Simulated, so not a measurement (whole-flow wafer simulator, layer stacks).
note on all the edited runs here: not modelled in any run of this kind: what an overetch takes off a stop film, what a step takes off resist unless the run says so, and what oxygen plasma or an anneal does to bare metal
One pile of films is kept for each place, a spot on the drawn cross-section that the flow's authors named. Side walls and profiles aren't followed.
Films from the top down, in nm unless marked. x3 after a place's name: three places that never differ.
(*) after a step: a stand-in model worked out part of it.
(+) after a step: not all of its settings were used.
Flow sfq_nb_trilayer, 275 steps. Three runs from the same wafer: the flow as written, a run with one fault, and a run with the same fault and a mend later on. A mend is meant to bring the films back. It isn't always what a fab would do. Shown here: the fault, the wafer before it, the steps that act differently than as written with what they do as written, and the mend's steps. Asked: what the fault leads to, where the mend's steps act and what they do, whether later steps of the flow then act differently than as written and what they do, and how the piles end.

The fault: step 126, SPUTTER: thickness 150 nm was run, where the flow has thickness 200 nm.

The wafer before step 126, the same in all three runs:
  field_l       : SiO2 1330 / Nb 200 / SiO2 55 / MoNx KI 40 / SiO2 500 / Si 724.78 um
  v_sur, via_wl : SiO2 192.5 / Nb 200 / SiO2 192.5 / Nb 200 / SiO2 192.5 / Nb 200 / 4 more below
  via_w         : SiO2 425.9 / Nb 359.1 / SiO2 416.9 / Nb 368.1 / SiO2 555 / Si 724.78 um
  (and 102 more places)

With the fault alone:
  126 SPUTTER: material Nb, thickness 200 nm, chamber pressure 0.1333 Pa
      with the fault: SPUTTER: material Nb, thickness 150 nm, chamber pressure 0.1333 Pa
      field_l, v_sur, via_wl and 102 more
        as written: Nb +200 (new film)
        with the fault: Nb +150 (new film)
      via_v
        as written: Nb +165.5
        with the fault: Nb +123.9
  Later steps of the flow that act differently than as written (4 more steps differ only slightly, by at most 2% or 0.5 nm, whichever is larger, and aren't shown):
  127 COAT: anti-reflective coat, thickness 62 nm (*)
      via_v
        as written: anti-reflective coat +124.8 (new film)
        with the fault: anti-reflective coat +122.3 (new film)
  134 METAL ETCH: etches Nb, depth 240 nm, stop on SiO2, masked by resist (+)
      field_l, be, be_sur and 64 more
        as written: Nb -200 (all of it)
        with the fault: Nb -150 (all of it)
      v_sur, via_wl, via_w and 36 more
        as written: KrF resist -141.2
        with the fault: KrF resist -132.4
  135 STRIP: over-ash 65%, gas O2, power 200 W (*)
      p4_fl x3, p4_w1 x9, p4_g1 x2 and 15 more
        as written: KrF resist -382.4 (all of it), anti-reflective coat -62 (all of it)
        with the fault: KrF resist -391.2 (all of it), anti-reflective coat -62 (all of it)
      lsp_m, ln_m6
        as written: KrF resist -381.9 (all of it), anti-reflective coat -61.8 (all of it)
        with the fault: KrF resist -390.8 (all of it), anti-reflective coat -61.8 (all of it)
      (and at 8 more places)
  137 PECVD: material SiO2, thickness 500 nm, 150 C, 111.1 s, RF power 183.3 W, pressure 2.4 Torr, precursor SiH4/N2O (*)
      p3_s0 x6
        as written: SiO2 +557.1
        with the fault: SiO2 +507.1
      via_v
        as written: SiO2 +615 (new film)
        with the fault: SiO2 +601.7 (new film)
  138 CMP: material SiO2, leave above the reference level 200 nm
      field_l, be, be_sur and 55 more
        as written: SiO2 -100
        with the fault: SiO2 -150
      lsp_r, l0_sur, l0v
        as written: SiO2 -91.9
        with the fault: SiO2 -143.9
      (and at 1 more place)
  At the end the piles differ from the flow's by more than 2% or 0.5 nm, whichever is larger, at v_sur, via_wl, via_w and 78 more.
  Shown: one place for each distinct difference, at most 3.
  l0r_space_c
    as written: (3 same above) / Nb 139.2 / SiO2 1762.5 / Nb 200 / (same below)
    with the fault: (3 same above) / Nb 139.2 / SiO2 1712.5 / Nb 200 / (same below)
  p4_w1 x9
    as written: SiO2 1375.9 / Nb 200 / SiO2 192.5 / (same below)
    with the fault: SiO2 1375.9 / Nb 150 / SiO2 192.5 / (same below)
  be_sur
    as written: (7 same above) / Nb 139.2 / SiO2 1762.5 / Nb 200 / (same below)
    with the fault: (7 same above) / Nb 139.2 / SiO2 1712.5 / Nb 200 / (same below)

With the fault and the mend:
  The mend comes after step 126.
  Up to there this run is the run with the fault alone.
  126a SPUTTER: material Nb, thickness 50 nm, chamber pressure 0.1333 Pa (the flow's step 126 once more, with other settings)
      field_l, v_sur, via_wl and 102 more
        Nb +50
      via_v
        Nb +38.9
  No later step of the flow acts differently than as written, at any place that is followed, by more than 2% or 0.5 nm, whichever is larger.
  At the end the piles differ from the flow's only slightly at the places that both follow, by at most 2% or 0.5 nm, whichever is larger.
